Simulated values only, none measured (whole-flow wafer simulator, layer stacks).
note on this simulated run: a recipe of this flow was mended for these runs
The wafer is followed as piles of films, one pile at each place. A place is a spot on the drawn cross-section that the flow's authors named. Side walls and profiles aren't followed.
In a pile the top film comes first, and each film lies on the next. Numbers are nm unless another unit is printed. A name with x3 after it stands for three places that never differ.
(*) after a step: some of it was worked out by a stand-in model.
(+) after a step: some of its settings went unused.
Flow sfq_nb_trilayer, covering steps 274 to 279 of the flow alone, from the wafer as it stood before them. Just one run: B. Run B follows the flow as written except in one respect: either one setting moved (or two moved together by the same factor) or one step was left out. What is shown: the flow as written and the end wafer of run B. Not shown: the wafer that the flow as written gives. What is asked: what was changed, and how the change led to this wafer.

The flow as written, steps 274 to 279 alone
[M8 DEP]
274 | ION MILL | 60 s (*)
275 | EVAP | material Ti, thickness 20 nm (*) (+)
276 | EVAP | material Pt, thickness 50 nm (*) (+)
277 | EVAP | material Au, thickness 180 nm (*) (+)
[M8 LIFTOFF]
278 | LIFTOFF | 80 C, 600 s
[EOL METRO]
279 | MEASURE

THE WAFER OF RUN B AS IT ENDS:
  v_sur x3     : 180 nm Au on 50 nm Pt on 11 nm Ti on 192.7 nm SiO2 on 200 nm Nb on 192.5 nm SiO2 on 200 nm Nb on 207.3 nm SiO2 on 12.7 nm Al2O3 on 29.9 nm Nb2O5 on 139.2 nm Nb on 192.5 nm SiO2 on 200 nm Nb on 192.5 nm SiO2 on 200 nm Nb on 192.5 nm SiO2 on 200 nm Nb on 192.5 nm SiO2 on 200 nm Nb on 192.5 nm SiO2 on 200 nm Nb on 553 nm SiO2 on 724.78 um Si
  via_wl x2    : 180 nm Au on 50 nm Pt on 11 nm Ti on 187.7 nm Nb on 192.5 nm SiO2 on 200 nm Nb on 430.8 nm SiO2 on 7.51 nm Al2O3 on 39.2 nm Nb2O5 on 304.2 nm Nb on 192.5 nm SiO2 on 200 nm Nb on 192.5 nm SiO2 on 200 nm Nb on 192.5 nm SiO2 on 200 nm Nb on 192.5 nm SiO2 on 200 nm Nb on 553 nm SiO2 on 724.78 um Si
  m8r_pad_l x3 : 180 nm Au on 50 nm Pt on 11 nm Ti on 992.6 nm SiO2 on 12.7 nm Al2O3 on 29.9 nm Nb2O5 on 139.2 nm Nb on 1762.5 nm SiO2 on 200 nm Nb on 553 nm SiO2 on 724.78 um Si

What caused this: step 275, EVAP: thickness 11 nm was run, though the flow has thickness 20 nm.
The wafer lets one read it off: v_sur x3 has Ti 11, and step 275 as written asks for 20 nm.

How this came from the change, step by step:
  275 | EVAP | material Ti, thickness 20 nm (*) (+)
      field_l, v_sur x3, via_wl x2 and 100 more: Ti gains 11 (new film) (in the flow as written it would be: Ti gains 20 (new film))
  278 | LIFTOFF | 80 C, 600 s
      p4_fl x5, p4_w1 x9, p3_s0 x11 and 49 more: Au loses 180 (all of it), Pt loses 50 (all of it), Ti loses 11 (all of it), KrF-resist-other-grade loses 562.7 (all of it), lift-off-underlayer loses 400 (all of it) (in the flow as written it would be: Au loses 180 (all of it), Pt loses 50 (all of it), Ti loses 20 (all of it), KrF-resist-other-grade loses 562.7 (all of it), lift-off-underlayer loses 400 (all of it))
      r_sur, res, r_end: Au loses 180 (all of it), Pt loses 50 (all of it), Ti loses 11 (all of it), KrF-resist-other-grade loses 559.9 (all of it), lift-off-underlayer loses 399.5 (all of it) (in the flow as written it would be: Au loses 180 (all of it), Pt loses 50 (all of it), Ti loses 20 (all of it), KrF-resist-other-grade loses 559.9 (all of it), lift-off-underlayer loses 399.5 (all of it))
      (and at 18 other places as well)
